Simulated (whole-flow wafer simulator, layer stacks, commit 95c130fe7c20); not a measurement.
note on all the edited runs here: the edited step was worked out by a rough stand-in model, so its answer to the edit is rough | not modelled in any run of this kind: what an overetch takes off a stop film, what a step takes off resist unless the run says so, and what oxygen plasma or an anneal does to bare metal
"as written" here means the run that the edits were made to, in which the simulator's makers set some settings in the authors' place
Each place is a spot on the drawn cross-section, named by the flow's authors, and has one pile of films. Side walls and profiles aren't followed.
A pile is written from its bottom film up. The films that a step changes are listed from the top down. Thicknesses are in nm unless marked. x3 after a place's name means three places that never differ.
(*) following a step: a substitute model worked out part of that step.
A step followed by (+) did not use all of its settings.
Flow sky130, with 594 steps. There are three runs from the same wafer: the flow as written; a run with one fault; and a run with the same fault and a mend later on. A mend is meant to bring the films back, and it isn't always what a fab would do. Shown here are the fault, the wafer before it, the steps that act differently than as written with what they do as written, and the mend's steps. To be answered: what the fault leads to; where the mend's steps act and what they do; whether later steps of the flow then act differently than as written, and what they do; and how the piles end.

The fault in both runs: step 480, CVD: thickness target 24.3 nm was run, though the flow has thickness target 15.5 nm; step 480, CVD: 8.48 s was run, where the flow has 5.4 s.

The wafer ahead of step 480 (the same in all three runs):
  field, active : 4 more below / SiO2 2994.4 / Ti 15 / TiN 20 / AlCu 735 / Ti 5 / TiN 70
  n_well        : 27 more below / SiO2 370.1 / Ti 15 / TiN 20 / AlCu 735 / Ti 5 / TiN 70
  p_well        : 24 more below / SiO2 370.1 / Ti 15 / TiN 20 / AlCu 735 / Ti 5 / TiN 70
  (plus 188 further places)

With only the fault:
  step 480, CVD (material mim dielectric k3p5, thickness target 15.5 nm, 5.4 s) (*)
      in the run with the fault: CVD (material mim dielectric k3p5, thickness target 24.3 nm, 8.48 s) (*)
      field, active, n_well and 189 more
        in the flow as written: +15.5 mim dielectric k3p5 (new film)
        in the run with the fault: +24.3 mim dielectric k3p5 (new film)
  Later steps of the flow acting differently than as written (not shown: 6 more steps that differ only slightly, by at most 2% or 0.5 nm, whichever is larger):
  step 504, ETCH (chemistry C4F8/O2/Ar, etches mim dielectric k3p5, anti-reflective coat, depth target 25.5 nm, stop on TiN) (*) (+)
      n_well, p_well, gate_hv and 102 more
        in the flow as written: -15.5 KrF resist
        in the run with the fault: -17 KrF resist
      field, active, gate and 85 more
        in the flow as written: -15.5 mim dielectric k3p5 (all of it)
        in the run with the fault: -24.3 mim dielectric k3p5 (all of it)
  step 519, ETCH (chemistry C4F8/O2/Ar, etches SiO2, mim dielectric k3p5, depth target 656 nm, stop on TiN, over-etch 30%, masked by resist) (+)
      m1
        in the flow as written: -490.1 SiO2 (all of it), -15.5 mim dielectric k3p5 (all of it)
        in the run with the fault: -481.3 SiO2 (all of it), -24.3 mim dielectric k3p5 (all of it)
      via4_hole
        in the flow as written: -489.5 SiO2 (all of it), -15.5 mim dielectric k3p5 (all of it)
        in the run with the fault: -480.7 SiO2 (all of it), -24.3 mim dielectric k3p5 (all of it)
  At n_well, p_well, gate_hv and 100 more, the piles at the end differ from the flow's by more than 2% or 0.5 nm, whichever is larger.
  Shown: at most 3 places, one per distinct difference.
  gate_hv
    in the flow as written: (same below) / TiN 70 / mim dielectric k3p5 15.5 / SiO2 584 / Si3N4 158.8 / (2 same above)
    in the run with the fault: (same below) / TiN 70 / mim dielectric k3p5 24.3 / SiO2 575.2 / Si3N4 158.8 / (2 same above)
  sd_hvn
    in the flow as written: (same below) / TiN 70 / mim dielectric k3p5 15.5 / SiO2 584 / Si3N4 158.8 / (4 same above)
    in the run with the fault: (same below) / TiN 70 / mim dielectric k3p5 24.3 / SiO2 575.2 / Si3N4 158.8 / (4 same above)
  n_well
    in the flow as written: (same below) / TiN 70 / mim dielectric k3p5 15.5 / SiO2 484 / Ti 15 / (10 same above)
    in the run with the fault: (same below) / TiN 70 / mim dielectric k3p5 24.3 / SiO2 475.2 / Ti 15 / (10 same above)

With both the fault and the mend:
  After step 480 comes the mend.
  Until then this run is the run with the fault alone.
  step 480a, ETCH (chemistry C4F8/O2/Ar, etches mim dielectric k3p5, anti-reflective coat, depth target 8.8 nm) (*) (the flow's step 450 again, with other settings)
      field, active, n_well and 189 more
        -8.8 mim dielectric k3p5
  Later steps of the flow that are run all act as written at every place that is followed.
  The piles end the same as the flow's at every place that both follow.
